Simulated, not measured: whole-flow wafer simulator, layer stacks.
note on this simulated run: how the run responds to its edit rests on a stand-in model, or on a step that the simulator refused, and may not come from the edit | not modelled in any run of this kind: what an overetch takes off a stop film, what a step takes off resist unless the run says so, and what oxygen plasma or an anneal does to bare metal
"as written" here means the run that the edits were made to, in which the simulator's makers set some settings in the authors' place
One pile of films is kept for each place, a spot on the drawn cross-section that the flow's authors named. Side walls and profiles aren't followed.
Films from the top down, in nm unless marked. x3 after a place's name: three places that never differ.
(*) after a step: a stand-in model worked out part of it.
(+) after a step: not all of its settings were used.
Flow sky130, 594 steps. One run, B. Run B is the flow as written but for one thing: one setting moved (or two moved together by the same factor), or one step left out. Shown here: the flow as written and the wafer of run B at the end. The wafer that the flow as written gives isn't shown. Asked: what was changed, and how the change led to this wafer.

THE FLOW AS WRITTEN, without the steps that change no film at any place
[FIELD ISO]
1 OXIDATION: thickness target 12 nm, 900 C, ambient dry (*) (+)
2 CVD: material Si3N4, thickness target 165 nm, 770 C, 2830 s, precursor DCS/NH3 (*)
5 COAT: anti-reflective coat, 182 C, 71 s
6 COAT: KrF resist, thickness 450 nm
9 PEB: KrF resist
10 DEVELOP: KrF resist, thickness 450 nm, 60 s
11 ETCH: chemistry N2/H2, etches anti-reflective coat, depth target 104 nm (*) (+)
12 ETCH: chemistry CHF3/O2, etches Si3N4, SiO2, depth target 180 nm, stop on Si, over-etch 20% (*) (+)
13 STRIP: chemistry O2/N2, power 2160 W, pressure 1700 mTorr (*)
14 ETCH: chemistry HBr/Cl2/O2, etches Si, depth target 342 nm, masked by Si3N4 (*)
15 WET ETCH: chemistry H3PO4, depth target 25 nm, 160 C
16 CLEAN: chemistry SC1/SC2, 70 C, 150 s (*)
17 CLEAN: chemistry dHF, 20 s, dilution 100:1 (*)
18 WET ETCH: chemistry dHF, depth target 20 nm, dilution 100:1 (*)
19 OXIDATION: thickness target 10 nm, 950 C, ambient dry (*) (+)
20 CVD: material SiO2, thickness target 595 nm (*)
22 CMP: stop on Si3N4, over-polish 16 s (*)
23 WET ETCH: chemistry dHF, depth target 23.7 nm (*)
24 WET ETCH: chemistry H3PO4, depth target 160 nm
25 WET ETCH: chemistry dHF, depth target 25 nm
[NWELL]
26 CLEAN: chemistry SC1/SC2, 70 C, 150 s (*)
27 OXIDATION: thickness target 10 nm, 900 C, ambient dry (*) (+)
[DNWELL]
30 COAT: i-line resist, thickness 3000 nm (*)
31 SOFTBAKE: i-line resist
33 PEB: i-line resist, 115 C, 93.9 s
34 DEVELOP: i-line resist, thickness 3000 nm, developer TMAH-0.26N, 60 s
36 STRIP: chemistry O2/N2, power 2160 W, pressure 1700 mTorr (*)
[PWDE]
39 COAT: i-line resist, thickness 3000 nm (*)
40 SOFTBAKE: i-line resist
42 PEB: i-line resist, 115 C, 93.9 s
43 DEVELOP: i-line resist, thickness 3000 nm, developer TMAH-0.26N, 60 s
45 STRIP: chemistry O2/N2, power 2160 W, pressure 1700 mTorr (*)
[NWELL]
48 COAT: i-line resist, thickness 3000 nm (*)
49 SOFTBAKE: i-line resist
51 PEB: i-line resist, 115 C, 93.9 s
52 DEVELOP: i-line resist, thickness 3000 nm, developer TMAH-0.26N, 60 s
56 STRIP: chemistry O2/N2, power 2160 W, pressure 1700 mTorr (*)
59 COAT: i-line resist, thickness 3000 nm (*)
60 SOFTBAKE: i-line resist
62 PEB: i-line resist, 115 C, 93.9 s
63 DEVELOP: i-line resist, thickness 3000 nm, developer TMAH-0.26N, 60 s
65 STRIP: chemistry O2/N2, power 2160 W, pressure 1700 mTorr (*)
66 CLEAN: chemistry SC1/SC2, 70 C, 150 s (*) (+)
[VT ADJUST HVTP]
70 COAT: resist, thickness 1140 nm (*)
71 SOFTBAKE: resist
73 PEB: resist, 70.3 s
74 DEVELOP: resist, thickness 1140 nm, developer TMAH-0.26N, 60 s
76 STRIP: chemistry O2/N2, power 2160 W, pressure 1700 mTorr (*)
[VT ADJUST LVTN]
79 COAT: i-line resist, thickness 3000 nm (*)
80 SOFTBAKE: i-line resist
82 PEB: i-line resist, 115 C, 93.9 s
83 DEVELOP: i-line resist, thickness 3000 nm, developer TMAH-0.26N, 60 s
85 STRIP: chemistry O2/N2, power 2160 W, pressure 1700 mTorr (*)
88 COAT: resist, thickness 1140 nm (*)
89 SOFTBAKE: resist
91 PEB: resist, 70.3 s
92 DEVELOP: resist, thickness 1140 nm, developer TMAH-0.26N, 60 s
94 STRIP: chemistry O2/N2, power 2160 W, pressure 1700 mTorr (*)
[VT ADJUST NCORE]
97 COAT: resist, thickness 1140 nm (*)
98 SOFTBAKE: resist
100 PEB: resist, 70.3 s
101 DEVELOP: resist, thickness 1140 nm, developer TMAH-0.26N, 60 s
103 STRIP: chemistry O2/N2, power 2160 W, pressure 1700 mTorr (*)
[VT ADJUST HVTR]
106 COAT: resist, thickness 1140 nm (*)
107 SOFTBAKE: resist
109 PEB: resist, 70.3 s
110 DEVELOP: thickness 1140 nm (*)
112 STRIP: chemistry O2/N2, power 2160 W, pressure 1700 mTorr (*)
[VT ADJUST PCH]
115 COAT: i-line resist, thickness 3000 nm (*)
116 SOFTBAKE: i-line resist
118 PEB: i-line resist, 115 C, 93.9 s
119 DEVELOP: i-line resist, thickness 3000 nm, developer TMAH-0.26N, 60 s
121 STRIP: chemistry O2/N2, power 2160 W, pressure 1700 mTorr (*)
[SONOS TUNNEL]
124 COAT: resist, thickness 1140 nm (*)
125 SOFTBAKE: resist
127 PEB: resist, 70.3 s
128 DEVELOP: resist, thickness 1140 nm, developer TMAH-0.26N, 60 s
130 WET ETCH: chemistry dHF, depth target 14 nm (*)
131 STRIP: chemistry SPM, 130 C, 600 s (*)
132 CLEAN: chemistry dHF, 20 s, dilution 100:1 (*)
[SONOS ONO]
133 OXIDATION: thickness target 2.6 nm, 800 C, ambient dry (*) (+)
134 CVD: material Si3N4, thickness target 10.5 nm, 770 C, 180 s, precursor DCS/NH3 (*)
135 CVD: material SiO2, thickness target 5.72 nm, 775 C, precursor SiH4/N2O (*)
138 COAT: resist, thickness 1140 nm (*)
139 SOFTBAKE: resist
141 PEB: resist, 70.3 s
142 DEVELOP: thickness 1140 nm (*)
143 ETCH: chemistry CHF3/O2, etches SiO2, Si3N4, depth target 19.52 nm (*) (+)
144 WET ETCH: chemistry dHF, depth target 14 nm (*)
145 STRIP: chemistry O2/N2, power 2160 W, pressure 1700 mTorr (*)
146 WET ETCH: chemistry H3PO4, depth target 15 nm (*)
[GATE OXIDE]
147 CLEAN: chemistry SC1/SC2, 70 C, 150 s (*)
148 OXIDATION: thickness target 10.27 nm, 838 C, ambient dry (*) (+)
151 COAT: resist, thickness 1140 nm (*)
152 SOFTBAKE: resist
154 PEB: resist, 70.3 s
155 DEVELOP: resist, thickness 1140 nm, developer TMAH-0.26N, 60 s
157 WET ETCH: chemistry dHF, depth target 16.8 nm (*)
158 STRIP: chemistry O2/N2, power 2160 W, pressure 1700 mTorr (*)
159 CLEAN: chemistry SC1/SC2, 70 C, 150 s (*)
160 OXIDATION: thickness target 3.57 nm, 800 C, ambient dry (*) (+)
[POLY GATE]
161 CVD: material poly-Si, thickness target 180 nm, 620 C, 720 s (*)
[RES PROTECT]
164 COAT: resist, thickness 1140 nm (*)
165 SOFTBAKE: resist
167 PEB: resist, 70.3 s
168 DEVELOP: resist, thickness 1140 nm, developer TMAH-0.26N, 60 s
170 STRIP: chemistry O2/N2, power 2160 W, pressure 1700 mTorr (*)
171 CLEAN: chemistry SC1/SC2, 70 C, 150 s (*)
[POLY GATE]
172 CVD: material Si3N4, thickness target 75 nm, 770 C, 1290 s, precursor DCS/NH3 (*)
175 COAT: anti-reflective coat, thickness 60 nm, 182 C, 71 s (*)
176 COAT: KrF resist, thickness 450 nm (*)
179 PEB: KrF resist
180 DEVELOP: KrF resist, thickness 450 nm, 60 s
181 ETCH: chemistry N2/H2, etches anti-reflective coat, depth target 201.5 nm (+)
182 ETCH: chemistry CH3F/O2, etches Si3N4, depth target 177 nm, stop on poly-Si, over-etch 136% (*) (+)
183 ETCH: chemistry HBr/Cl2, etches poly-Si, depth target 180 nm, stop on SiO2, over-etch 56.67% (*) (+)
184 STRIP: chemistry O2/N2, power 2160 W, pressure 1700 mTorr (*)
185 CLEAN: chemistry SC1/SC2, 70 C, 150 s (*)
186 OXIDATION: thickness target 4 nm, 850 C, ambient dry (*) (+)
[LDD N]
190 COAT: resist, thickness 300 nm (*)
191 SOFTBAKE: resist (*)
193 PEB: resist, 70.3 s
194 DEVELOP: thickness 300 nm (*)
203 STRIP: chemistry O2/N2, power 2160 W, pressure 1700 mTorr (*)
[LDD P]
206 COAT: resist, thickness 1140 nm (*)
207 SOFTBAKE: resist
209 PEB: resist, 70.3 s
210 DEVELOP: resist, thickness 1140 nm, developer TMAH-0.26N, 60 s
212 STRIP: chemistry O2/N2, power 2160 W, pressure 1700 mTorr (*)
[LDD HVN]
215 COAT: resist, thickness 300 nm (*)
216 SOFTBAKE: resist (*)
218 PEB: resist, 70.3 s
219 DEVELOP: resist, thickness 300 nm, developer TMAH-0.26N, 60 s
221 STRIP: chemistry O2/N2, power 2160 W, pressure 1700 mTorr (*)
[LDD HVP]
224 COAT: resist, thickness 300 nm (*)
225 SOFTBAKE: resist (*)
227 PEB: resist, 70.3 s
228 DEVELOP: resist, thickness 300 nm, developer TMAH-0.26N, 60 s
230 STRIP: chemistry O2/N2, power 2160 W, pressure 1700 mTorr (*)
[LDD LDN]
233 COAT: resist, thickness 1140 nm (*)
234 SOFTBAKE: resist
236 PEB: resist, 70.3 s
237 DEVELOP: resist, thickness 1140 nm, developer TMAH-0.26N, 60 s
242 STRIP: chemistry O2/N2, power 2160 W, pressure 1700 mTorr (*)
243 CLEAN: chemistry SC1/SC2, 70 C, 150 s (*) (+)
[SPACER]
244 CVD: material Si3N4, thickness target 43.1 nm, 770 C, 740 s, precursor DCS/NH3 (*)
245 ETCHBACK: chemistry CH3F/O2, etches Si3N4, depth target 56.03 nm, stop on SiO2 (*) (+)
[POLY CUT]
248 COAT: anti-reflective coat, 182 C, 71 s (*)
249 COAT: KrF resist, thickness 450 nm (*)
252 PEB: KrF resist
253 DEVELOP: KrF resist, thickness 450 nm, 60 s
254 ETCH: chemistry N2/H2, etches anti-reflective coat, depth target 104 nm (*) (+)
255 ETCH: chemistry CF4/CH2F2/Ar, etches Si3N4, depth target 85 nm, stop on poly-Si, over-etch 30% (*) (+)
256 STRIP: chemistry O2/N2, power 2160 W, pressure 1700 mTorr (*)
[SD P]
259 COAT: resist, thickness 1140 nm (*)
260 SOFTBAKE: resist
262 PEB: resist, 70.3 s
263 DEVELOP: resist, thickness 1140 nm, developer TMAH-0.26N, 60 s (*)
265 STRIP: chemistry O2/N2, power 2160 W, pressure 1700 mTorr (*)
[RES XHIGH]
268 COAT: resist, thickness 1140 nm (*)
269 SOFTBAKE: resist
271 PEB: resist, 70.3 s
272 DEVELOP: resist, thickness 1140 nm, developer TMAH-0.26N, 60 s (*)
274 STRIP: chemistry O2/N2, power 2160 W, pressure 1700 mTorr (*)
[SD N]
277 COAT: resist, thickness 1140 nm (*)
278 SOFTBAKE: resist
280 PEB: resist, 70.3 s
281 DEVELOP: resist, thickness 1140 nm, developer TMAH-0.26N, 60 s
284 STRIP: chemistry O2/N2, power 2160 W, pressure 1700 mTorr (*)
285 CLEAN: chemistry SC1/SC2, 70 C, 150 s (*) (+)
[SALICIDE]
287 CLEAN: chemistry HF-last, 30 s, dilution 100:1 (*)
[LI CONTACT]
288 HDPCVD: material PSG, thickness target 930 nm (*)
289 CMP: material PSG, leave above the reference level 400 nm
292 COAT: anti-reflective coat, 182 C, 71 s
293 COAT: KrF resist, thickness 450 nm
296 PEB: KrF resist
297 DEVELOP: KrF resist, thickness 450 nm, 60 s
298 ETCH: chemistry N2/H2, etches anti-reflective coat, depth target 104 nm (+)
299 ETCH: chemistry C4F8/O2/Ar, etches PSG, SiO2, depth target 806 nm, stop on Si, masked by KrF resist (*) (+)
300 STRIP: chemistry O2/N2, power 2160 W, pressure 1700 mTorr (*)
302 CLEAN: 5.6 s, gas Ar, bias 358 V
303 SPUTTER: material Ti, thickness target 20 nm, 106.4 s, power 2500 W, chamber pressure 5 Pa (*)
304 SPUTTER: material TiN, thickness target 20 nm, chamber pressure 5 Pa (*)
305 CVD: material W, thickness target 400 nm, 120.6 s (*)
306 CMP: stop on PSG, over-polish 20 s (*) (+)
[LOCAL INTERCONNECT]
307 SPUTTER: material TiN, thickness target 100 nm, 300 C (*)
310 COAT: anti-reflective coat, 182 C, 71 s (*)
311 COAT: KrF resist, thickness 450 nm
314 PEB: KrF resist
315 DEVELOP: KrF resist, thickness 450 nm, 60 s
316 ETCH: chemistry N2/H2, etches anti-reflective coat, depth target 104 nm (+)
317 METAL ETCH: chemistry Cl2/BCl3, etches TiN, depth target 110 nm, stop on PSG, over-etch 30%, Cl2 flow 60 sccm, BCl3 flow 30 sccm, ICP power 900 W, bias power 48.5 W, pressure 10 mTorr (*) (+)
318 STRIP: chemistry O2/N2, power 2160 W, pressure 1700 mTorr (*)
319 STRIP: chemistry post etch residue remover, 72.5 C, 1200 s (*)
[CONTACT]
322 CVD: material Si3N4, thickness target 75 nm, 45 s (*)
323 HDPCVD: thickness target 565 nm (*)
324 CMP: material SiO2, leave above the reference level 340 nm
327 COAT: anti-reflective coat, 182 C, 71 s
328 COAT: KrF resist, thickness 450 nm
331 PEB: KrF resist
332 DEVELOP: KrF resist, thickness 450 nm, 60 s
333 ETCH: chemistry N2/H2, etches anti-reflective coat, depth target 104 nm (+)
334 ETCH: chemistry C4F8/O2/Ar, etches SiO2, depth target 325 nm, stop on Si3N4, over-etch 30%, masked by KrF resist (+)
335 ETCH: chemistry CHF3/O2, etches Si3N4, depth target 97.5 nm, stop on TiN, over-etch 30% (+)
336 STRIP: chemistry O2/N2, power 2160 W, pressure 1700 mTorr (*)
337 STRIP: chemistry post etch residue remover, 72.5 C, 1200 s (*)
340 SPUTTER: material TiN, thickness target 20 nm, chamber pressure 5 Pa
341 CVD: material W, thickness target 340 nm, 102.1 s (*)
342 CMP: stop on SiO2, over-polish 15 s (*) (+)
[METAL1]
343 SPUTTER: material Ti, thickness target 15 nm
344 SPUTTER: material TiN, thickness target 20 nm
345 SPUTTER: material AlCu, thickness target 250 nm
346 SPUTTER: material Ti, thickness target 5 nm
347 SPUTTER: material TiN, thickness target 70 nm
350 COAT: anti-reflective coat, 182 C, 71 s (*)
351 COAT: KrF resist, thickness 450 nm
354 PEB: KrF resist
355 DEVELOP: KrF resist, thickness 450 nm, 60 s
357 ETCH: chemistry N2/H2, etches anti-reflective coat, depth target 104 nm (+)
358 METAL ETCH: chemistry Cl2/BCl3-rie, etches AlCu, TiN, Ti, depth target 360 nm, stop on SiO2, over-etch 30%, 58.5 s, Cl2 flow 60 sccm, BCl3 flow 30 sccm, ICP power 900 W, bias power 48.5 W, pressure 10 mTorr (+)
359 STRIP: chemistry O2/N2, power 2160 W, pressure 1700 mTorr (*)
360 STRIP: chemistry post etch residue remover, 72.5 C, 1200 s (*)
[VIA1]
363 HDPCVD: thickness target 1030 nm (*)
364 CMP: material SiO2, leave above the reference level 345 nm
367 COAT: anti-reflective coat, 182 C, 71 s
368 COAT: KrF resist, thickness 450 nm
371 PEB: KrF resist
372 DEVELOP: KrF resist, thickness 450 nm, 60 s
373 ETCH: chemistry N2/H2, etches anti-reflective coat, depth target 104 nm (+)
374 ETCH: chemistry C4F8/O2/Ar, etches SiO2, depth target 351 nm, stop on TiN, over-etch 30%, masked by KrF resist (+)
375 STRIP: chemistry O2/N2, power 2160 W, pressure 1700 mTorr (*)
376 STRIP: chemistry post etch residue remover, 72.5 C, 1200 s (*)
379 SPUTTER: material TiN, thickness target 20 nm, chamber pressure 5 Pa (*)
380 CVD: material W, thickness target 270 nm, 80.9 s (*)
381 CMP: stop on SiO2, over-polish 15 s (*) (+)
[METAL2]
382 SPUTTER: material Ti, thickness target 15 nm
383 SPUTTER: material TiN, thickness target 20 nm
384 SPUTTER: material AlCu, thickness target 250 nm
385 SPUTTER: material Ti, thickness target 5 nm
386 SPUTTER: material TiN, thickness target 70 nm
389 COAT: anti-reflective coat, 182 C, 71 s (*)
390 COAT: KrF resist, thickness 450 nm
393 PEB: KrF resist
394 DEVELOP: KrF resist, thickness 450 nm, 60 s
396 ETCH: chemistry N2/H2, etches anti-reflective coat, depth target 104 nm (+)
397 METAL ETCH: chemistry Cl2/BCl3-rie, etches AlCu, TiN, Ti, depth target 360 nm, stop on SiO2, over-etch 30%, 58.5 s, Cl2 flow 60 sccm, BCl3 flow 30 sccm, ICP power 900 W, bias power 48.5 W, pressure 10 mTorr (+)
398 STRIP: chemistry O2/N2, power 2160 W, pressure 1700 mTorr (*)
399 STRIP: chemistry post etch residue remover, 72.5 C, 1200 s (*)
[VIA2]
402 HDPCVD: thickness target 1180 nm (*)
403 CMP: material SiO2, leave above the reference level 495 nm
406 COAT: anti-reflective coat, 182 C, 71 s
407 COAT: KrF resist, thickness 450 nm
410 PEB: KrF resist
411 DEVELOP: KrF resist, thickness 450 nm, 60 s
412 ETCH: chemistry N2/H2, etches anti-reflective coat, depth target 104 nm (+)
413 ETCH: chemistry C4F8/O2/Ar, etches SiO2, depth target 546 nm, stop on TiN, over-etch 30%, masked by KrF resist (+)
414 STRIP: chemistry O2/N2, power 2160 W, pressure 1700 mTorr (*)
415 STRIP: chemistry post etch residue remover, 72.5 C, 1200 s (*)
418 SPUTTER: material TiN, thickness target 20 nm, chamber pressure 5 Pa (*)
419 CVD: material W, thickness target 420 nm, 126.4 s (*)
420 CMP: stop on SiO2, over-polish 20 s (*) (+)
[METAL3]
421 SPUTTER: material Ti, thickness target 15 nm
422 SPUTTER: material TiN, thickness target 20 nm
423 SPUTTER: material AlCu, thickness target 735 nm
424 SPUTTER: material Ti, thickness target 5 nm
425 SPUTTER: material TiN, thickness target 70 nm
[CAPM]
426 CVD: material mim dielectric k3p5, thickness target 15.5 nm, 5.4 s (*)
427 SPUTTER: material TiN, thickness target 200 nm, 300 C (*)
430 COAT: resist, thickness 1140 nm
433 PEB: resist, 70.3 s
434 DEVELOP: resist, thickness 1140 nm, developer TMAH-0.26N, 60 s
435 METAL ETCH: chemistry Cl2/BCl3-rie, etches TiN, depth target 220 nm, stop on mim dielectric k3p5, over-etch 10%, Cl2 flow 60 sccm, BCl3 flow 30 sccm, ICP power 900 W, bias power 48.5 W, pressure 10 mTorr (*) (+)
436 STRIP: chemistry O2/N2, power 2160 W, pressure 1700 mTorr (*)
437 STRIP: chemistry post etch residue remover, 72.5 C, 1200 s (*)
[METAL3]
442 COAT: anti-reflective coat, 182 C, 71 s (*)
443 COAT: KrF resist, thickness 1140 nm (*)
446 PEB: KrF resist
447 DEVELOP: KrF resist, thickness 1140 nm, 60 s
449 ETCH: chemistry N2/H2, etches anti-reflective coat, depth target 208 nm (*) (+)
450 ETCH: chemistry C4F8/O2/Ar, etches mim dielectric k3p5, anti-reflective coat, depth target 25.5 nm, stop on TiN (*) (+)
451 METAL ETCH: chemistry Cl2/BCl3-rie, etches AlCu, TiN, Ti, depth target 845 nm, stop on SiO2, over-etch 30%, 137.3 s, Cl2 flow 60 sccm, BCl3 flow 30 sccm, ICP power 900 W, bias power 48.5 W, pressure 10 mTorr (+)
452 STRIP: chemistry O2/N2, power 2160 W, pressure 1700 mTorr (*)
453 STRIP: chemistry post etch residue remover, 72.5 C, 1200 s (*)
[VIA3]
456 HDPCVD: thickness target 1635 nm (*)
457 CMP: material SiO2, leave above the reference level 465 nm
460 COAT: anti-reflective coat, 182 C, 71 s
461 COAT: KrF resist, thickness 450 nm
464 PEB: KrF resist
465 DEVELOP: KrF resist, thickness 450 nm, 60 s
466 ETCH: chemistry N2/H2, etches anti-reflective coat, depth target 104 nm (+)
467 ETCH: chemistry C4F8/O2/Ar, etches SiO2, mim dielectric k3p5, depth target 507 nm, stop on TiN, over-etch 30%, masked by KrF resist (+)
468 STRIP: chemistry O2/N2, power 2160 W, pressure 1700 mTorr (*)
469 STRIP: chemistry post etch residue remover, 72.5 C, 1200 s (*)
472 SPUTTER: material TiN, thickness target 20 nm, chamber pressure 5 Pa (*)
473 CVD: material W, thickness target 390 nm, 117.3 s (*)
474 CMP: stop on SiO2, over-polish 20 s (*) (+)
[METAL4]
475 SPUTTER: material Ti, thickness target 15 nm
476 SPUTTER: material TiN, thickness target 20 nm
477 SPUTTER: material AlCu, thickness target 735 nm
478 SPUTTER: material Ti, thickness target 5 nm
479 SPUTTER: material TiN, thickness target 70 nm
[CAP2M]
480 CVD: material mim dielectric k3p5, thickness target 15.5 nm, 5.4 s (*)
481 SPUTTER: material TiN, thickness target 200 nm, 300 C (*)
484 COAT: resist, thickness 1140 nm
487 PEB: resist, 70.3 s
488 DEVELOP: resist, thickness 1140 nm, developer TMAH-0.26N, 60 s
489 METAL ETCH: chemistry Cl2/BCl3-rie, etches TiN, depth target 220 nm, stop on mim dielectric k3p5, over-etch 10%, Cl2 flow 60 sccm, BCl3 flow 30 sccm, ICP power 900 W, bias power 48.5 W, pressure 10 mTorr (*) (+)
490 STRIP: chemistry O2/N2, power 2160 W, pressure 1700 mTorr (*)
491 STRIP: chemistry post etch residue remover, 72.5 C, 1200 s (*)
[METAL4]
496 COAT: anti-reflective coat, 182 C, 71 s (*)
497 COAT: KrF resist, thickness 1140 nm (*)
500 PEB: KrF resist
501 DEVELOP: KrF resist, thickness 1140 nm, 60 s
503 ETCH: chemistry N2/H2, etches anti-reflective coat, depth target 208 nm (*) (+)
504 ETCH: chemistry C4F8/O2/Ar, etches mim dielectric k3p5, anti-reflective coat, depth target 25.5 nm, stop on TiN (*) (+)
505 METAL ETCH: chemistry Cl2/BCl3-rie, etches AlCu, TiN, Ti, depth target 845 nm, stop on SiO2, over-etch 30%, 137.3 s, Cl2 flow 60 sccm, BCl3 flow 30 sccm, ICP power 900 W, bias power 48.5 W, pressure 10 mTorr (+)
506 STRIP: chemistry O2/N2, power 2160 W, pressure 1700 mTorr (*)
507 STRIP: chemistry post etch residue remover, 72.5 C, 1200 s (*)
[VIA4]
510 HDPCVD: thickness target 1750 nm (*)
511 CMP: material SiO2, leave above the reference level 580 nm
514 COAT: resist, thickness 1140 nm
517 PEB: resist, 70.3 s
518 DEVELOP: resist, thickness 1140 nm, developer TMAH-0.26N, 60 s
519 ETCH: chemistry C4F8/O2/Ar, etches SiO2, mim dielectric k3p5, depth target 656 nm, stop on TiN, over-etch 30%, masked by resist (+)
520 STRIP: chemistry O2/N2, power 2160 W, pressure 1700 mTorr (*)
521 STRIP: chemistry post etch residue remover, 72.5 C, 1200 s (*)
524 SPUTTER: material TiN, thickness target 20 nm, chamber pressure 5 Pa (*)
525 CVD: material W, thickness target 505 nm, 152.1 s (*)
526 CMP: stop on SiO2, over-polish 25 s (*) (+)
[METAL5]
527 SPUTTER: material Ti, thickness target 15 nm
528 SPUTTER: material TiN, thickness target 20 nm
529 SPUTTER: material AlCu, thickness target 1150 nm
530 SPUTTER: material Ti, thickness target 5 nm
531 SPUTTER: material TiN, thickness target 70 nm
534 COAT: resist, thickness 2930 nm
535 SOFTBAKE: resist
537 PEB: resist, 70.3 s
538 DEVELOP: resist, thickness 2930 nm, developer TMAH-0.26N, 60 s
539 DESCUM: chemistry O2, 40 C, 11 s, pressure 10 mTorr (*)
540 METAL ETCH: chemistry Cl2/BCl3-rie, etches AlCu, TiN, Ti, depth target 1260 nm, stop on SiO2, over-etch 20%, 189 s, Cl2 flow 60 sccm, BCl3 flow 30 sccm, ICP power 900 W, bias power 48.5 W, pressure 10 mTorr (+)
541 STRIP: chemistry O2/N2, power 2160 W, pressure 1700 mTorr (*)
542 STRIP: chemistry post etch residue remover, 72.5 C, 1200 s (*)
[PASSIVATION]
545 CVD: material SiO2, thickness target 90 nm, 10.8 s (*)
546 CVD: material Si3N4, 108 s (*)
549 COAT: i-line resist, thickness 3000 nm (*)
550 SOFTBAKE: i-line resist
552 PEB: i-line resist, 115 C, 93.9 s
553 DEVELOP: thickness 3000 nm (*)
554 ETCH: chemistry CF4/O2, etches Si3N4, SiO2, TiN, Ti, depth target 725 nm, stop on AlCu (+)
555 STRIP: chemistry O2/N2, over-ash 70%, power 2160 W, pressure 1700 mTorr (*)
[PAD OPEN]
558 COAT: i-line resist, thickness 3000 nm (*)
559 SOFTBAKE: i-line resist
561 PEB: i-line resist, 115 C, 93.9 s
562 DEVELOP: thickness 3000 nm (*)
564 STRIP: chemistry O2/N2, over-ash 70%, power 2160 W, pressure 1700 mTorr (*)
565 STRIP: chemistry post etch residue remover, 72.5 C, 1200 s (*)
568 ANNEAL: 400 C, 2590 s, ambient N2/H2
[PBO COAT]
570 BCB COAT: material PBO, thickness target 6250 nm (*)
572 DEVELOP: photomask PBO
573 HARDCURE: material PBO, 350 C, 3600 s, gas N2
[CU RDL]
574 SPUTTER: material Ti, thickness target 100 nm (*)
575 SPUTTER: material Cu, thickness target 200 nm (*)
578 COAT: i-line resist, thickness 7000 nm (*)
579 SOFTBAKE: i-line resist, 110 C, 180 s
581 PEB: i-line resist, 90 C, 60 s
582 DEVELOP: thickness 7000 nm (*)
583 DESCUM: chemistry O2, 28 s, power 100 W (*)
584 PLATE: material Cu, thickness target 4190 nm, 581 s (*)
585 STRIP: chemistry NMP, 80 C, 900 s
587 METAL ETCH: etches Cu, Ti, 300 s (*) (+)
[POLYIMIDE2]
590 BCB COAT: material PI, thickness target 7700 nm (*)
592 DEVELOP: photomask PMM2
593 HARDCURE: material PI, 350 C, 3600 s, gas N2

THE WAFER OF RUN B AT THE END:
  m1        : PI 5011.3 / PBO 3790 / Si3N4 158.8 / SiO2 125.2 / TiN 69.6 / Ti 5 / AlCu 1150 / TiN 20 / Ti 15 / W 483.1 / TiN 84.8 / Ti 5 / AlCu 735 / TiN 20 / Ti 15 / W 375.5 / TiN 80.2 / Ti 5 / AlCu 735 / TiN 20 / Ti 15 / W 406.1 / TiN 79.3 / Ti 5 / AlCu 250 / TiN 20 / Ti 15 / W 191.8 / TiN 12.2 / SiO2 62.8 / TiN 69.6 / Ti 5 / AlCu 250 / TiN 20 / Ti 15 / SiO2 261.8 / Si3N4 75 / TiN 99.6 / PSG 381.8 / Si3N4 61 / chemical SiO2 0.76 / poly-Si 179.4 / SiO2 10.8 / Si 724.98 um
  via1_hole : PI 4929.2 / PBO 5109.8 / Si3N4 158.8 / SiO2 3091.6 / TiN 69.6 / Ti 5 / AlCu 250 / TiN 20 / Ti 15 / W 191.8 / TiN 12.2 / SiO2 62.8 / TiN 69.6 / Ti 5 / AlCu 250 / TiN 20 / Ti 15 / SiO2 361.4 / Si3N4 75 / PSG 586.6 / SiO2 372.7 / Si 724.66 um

The cause: step 374, ETCH: depth target 207 nm was run, where the flow has depth target 351 nm.

How the change led to this, step by step:
  374 ETCH: chemistry C4F8/O2/Ar, etches SiO2, depth target 351 nm, stop on TiN, over-etch 30%, masked by KrF resist (+)
      m1, via1_hole: SiO2 -207 (as written it would be: SiO2 -269.8 (all of it))
      field, active, n_well and 186 more: KrF resist -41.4 (as written it would be: KrF resist -70.1)
  375 STRIP: chemistry O2/N2, power 2160 W, pressure 1700 mTorr (*)
      field, active, n_well and 186 more: KrF resist -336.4 (all of it), anti-reflective coat -80 (all of it) (as written it would be: KrF resist -307.7 (all of it), anti-reflective coat -80 (all of it))
  379 SPUTTER: material TiN, thickness target 20 nm, chamber pressure 5 Pa (*)
      m1: TiN +12.2 (new film) (as written it would be: TiN +11)
      via1_hole: TiN +12.2 (new film) (as written it would be: TiN +10.9)
  380 CVD: material W, thickness target 270 nm, 80.9 s (*)
      m1, via1_hole: W +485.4 (new film) (as written it would be: W +549.9 (new film))
Counting metal films that touch as one body, m1 has 3 bodies (between them, from the top down: SiO2 62.8; SiO2 261.8 / Si3N4 75); the flow as written gives 2 bodies (between them, from the top down: SiO2 261.8 / Si3N4 75).
Counting metal films that touch as one body, via1_hole has 2 bodies (between them, from the top down: SiO2 62.8); the flow as written gives 1 body.
